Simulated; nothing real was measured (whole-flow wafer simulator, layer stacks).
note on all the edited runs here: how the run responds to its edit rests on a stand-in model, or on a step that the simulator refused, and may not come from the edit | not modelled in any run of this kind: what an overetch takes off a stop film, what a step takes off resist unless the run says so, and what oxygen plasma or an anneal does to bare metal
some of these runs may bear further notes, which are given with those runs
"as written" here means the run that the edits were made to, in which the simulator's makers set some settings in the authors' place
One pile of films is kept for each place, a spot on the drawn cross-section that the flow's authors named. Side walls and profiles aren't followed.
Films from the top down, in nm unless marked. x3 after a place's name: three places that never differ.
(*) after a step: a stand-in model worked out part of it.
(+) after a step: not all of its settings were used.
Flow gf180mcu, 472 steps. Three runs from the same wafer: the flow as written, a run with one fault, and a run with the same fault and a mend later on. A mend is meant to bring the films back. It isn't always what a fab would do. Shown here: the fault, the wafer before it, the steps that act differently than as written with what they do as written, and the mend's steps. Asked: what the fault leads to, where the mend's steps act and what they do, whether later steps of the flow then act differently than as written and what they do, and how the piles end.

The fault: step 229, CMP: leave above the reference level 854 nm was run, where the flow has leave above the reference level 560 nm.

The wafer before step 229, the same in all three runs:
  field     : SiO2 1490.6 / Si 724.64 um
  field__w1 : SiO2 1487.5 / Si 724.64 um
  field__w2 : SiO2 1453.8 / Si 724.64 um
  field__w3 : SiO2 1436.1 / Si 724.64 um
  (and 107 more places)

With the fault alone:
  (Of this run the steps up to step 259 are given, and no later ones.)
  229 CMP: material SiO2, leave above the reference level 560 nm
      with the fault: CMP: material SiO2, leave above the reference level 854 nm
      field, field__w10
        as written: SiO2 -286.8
        with the fault: nothing
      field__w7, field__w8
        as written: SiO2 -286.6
        with the fault: nothing
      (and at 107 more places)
  Later steps of the flow that act differently than as written (6 more steps differ only slightly, by at most 2% or 0.5 nm, whichever is larger, and aren't shown):
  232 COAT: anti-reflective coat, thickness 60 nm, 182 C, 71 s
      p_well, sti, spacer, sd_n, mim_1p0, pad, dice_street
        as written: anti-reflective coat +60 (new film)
        with the fault: anti-reflective coat +52.9 (new film)
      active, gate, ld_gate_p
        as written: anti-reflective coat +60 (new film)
        with the fault: anti-reflective coat +55.7 (new film)
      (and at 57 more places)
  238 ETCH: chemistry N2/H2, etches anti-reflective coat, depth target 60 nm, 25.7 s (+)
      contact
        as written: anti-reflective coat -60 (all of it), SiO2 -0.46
        with the fault: anti-reflective coat -63.1 (all of it), SiO2 -0.38
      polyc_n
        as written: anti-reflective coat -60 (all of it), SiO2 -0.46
        with the fault: anti-reflective coat -55.3 (all of it), SiO2 -0.58
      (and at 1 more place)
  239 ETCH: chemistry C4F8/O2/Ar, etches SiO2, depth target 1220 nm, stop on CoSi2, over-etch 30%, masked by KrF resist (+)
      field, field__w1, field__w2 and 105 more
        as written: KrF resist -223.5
        with the fault: KrF resist -244
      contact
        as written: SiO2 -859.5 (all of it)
        with the fault: SiO2 -1142.9 (all of it)
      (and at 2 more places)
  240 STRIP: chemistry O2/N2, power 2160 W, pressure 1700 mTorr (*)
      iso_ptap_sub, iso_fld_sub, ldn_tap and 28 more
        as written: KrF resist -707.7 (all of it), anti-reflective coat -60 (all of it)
        with the fault: KrF resist -687.2 (all of it), anti-reflective coat -60 (all of it)
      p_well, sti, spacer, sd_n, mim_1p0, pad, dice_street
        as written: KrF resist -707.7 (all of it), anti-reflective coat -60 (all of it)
        with the fault: KrF resist -688.9 (all of it), anti-reflective coat -52.9 (all of it)
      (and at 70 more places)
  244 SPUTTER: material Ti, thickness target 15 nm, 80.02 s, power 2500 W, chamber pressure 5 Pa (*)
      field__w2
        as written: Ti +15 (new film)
        with the fault: Ti +14.1 (new film)
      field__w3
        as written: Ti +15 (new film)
        with the fault: Ti +14.2 (new film)
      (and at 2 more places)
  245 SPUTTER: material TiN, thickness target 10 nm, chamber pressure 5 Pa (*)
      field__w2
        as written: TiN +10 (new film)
        with the fault: TiN +9.35 (new film)
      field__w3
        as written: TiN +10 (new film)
        with the fault: TiN +9.48 (new film)
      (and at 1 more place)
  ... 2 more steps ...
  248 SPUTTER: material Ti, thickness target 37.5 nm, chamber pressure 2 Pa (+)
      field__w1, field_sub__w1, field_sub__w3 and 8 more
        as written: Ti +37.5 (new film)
        with the fault: Ti +37.5
  After step 259 the piles differ from the flow's by more than 2% or 0.5 nm, whichever is larger, at field, field__w1, field__w2 and 108 more.
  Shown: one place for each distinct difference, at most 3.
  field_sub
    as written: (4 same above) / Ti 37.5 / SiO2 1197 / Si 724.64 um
    with the fault: (4 same above) / Ti 37.5 / TiN 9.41 / Ti 15 / SiO2 1465.9 / Si 724.64 um
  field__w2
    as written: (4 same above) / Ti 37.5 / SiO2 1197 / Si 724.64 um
    with the fault: (4 same above) / Ti 37.5 / W 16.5 / TiN 9.35 / Ti 14.1 / SiO2 1450.4 / Si 724.64 um
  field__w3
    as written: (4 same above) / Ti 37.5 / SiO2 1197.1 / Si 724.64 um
    with the fault: (4 same above) / Ti 37.5 / W 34 / TiN 9.48 / Ti 14.2 / SiO2 1432.6 / Si 724.64 um

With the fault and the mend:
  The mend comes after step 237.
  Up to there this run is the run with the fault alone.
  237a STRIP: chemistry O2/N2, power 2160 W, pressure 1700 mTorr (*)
      iso_ptap_sub, iso_fld_sub, ldn_tap and 28 more
        KrF resist -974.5 (all of it), anti-reflective coat -60 (all of it)
      p_well, sti, spacer, sd_n, mim_1p0, pad, dice_street
        KrF resist -976.2 (all of it), anti-reflective coat -52.9 (all of it)
      field
        KrF resist -974.7 (all of it), anti-reflective coat -62.8 (all of it)
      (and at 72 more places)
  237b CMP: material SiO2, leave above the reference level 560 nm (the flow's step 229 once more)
      field__w5, field__w9, field__w13 and 76 more
        SiO2 -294
      field, field__w10
        SiO2 -286.8
      field__w7, field__w8
        SiO2 -286.6
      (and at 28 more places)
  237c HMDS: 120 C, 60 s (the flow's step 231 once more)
      changes no film at any place that is followed
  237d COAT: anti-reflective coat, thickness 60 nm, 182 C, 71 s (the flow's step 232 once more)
      field, field__w1, field__w2 and 108 more
        anti-reflective coat +60 (new film)
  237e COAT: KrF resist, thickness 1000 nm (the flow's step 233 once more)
      field, field__w1, field__w2 and 108 more
        KrF resist +1000 (new film)
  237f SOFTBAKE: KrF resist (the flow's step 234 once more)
      changes no film at any place that is followed
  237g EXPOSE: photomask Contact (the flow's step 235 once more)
      changes no film at any place that is followed
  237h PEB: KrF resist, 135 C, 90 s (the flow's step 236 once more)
      field, field__w1, field__w2 and 108 more
        KrF resist -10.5
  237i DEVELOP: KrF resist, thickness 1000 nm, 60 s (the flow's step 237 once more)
      field, field__w1, field__w2 and 105 more
        KrF resist -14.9
      contact, polyc_n, polyc_p
        KrF resist -989.5 (all of it)
  No later step of the flow acts differently than as written at any place that is followed.
  At the end the piles are the same as the flow's at every place that both follow.
